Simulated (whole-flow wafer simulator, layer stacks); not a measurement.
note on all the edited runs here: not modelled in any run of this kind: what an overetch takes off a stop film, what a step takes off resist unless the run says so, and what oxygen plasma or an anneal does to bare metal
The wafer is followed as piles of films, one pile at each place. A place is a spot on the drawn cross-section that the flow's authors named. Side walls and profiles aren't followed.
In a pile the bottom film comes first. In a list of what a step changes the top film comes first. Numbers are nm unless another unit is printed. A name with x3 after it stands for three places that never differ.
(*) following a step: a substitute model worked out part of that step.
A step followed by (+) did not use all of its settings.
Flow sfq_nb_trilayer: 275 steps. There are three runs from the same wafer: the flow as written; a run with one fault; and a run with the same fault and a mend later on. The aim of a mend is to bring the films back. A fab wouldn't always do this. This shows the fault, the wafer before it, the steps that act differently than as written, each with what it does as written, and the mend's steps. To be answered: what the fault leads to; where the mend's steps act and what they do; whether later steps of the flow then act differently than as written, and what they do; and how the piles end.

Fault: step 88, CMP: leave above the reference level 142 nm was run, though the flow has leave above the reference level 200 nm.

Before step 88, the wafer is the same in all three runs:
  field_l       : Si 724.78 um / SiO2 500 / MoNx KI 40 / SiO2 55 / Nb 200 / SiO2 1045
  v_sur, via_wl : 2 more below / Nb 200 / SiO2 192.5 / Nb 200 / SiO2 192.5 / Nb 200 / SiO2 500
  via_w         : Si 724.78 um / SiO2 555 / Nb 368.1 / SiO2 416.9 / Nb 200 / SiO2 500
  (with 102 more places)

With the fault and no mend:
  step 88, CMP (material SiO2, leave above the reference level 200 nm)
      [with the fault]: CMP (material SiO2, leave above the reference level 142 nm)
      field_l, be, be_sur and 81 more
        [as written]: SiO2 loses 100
        [with the fault]: SiO2 loses 158
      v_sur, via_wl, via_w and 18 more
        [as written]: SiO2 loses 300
        [with the fault]: SiO2 loses 358
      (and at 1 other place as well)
  Steps further on in the flow that do not act as written (not shown: 4 more steps that differ only slightly, by at most 2% or 0.5 nm, whichever is larger):
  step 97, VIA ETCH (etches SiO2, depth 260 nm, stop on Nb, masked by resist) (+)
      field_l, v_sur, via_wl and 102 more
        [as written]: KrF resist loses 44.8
        [with the fault]: KrF resist loses 36.7
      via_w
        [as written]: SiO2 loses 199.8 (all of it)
        [with the fault]: SiO2 loses 141.8 (all of it)
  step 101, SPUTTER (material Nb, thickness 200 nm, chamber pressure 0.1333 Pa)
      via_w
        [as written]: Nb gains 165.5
        [with the fault]: Nb gains 178.3
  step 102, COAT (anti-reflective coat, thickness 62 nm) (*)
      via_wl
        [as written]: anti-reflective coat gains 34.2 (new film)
        [with the fault]: anti-reflective coat gains 36.1 (new film)
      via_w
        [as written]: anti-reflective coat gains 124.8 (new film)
        [with the fault]: anti-reflective coat gains 111 (new film)
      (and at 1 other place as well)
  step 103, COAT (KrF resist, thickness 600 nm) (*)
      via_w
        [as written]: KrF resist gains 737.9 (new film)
        [with the fault]: KrF resist gains 690.1 (new film)
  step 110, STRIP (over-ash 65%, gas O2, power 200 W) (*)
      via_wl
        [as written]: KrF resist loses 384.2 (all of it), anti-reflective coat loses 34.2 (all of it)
        [with the fault]: KrF resist loses 389.4 (all of it), anti-reflective coat loses 36.1 (all of it)
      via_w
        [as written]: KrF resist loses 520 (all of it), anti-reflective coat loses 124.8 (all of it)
        [with the fault]: KrF resist loses 472.3 (all of it), anti-reflective coat loses 111 (all of it)
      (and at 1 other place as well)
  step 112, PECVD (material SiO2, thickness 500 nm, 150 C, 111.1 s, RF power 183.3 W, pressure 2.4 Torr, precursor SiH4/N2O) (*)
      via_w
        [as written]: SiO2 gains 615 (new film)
        [with the fault]: SiO2 gains 519.7 (new film)
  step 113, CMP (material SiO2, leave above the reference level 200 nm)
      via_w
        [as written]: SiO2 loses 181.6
        [with the fault]: SiO2 loses 157.1
  At v_sur, via_wl, via_w and 86 more, the piles at the end differ from the flow's by more than 2% or 0.5 nm, whichever is larger.
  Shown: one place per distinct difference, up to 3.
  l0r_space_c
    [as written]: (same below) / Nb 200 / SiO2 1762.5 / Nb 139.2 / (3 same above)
    [with the fault]: (same below) / Nb 200 / SiO2 1704.5 / Nb 139.2 / (3 same above)
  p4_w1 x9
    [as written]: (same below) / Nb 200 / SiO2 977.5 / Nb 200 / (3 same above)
    [with the fault]: (same below) / Nb 200 / SiO2 919.5 / Nb 200 / (3 same above)
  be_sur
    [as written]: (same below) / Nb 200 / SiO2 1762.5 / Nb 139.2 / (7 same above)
    [with the fault]: (same below) / Nb 200 / SiO2 1704.5 / Nb 139.2 / (7 same above)

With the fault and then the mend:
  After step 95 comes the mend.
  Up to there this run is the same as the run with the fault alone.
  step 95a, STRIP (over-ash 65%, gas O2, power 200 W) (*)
      field_l, v_sur, via_wl and 102 more
        KrF resist loses 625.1 (all of it), anti-reflective coat loses 62 (all of it)
      via_w
        anti-reflective coat loses 62 (all of it)
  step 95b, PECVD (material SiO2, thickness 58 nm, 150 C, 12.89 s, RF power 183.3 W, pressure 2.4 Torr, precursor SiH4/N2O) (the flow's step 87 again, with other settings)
      field_l, v_sur, via_wl and 103 more
        SiO2 gains 58
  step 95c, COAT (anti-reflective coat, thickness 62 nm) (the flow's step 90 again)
      field_l, v_sur, via_wl and 103 more
        anti-reflective coat gains 62 (new film)
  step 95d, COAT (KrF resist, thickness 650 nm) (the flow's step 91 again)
      field_l, v_sur, via_wl and 103 more
        KrF resist gains 650 (new film)
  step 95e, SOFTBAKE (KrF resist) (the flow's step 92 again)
      does not change any film at any place that is followed
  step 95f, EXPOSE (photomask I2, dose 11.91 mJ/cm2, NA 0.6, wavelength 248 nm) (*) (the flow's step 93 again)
      does not change any film at any place that is followed
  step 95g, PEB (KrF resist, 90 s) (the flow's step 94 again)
      field_l, v_sur, via_wl and 103 more
        KrF resist loses 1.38
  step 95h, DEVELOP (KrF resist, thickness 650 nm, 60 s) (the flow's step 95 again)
      field_l, v_sur, via_wl and 102 more
        KrF resist loses 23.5
      via_w
        KrF resist loses 648.6 (all of it)
  Every later step of the flow that is run acts as written, at every place that is followed, to within 2% or 0.5 nm, whichever is larger.
  At every place that both follow, the piles at the end match the flow's.
